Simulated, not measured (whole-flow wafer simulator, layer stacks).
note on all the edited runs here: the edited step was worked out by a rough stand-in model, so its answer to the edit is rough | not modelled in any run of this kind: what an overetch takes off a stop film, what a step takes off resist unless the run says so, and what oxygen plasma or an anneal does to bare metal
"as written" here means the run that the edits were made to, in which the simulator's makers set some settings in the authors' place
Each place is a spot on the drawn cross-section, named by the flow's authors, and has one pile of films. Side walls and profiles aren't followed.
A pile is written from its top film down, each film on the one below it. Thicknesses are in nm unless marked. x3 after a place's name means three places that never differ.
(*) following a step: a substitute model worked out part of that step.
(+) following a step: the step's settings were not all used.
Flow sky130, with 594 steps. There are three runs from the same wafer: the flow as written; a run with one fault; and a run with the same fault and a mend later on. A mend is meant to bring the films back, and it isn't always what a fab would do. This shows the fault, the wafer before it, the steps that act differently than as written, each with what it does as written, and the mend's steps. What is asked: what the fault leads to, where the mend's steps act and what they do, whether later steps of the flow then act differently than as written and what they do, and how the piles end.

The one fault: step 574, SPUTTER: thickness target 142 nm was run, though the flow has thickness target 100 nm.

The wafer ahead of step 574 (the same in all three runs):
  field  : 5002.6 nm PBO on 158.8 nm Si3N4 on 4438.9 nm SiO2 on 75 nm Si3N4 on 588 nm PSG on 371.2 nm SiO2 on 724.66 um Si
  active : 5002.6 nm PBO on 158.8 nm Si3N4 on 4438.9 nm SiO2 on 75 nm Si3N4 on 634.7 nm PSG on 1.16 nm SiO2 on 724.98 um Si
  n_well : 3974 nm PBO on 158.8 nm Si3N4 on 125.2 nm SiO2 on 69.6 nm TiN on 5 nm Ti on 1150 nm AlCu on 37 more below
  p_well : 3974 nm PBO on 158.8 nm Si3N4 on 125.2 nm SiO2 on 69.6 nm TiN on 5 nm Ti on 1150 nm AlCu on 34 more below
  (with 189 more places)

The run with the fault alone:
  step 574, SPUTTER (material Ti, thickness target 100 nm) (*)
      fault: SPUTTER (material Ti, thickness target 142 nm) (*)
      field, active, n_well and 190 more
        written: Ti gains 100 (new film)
        fault: Ti gains 142 (new film)
  Steps further on in the flow that do not act as written (not shown: 7 more steps that differ only slightly, by at most 2% or 0.5 nm, whichever is larger):
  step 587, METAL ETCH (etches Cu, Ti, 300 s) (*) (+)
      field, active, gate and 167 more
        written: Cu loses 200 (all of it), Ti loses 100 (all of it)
        fault: Cu loses 200 (all of it), Ti loses 142 (all of it)
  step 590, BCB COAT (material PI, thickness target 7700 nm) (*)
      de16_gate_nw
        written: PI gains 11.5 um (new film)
        fault: PI gains 11.54 um (new film)
  By the end, the piles at n_well, p_well, sd_n and 20 more depart from the flow's by more than 2% or 0.5 nm, whichever is larger.
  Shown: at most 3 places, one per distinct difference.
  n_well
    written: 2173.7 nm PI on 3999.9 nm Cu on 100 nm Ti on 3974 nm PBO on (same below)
    fault: 2146.4 nm PI on 3999.9 nm Cu on 142 nm Ti on 3974 nm PBO on (same below)
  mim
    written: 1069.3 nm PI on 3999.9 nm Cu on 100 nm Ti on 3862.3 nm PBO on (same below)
    fault: 1030 nm PI on 3999.9 nm Cu on 142 nm Ti on 3862.3 nm PBO on (same below)
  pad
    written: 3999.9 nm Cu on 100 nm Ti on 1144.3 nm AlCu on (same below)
    fault: 3999.9 nm Cu on 142 nm Ti on 1144.3 nm AlCu on (same below)

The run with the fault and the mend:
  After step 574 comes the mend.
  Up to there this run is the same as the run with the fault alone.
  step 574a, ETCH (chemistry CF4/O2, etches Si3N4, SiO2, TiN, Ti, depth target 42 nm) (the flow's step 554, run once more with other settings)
      field, active, n_well and 190 more
        Ti loses 42
  Every later step of the flow that is run acts as written, at every place that is followed, to within 2% or 0.5 nm, whichever is larger.
  The piles end the same as the flow's at every place that both follow.
